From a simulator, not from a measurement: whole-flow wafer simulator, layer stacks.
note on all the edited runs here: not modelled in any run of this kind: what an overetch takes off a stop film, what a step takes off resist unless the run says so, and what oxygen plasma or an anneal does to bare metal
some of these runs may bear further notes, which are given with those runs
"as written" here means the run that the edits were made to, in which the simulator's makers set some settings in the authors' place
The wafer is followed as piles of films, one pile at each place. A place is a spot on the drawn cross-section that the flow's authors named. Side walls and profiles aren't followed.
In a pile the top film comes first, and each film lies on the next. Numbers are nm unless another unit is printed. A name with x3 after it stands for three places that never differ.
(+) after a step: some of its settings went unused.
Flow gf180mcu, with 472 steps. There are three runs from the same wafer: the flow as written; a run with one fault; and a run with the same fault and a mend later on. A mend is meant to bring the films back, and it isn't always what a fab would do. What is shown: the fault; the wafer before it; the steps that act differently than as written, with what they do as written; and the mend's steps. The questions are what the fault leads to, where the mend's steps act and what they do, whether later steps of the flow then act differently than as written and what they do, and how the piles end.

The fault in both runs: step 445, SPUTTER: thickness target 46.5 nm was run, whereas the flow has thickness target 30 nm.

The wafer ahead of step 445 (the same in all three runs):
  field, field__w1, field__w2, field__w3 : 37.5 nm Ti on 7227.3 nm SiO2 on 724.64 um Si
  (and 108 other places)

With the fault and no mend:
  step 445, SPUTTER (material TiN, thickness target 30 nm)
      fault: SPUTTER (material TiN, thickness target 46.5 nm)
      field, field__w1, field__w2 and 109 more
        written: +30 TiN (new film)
        fault: +46.5 TiN (new film)
  Steps further on in the flow that do not act as written (4 more steps, not shown, differ only slightly: by at most 2% or 0.5 nm, whichever is larger):
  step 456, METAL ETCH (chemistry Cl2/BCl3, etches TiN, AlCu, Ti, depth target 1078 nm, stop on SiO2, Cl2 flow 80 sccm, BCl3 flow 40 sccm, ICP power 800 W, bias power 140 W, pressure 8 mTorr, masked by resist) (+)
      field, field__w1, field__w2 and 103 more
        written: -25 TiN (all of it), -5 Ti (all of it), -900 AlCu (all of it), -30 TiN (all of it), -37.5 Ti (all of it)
        fault: -25 TiN (all of it), -5 Ti (all of it), -900 AlCu (all of it), -46.5 TiN (all of it), -37.5 Ti (all of it)
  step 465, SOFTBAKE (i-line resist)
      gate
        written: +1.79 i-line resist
        fault: -0.23 i-line resist
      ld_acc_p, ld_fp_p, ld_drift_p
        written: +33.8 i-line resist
        fault: +27.6 i-line resist
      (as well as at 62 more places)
  At field__w8, contact, m1, m1__w1, pad, m1_nw, the piles at the end differ from the flow's by more than 2% or 0.5 nm, whichever is larger.
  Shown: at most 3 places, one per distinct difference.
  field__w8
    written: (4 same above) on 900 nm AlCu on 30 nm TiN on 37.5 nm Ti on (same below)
    fault: (4 same above) on 900 nm AlCu on 46.5 nm TiN on 37.5 nm Ti on (same below)
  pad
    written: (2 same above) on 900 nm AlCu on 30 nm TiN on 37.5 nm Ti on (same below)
    fault: (2 same above) on 900 nm AlCu on 46.5 nm TiN on 37.5 nm Ti on (same below)

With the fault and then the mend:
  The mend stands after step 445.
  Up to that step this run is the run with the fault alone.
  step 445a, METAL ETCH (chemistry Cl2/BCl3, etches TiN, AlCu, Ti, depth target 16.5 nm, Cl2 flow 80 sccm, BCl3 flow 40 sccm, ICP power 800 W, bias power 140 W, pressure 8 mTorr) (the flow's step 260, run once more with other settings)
      field, field__w1, field__w2 and 109 more
        -16.5 TiN
  Every later step of the flow that is run acts as written at every place that is followed.
  By the end, the piles equal the flow's at every place that both follow.
